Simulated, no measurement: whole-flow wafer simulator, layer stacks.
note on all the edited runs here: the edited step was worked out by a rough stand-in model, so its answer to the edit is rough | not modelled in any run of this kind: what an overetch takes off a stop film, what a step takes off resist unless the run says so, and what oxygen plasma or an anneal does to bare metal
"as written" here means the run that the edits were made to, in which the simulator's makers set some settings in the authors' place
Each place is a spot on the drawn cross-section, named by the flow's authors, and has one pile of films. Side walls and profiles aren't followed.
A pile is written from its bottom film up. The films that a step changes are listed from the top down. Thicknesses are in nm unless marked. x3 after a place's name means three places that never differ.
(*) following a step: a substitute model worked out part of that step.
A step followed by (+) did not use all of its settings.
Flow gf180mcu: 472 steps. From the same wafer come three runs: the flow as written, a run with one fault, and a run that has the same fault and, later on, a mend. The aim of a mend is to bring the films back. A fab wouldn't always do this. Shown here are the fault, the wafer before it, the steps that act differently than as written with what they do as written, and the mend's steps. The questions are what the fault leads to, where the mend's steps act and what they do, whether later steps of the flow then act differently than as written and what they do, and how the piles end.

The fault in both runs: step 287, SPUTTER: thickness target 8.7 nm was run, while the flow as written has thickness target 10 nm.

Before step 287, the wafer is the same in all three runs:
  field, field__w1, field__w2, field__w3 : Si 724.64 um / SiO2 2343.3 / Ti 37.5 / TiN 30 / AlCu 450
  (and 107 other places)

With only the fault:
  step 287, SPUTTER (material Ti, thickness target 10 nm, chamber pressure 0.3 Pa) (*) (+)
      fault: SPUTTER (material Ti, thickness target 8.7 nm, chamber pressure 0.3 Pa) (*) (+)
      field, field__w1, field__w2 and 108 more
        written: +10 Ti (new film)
        fault: +8.7 Ti (new film)
  Later steps of the flow acting differently than as written (3 more steps, not shown, differ only slightly: by at most 2% or 0.5 nm, whichever is larger):
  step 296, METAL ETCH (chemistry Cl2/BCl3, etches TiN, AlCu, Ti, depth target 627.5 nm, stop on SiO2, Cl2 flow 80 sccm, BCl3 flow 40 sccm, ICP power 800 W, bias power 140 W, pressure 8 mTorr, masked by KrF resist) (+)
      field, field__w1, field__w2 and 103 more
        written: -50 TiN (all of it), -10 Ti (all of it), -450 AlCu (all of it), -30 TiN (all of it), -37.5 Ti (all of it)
        fault: -50 TiN (all of it), -8.7 Ti (all of it), -450 AlCu (all of it), -30 TiN (all of it), -37.5 Ti (all of it)
  At field__w8, contact, m1, m1__w1, m1_nw, the piles at the end differ from the flow's by more than 2% or 0.5 nm, whichever is larger.
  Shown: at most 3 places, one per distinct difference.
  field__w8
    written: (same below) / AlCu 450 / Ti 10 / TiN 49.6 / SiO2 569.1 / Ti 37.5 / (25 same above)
    fault: (same below) / AlCu 450 / Ti 8.7 / TiN 49.6 / SiO2 570.4 / Ti 37.5 / (25 same above)
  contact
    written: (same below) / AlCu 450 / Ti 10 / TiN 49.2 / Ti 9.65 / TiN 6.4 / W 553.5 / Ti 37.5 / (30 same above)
    fault: (same below) / AlCu 450 / Ti 8.7 / TiN 49.2 / Ti 9.65 / TiN 6.4 / W 554.8 / Ti 37.5 / (30 same above)

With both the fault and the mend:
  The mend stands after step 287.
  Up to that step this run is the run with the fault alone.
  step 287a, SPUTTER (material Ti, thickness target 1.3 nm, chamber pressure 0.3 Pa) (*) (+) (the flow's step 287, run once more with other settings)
      field, field__w1, field__w2 and 108 more
        +1.3 Ti
  Every later step of the flow that is run acts as written at every place that is followed.
  By the end, the piles equal the flow's at every place that both follow.
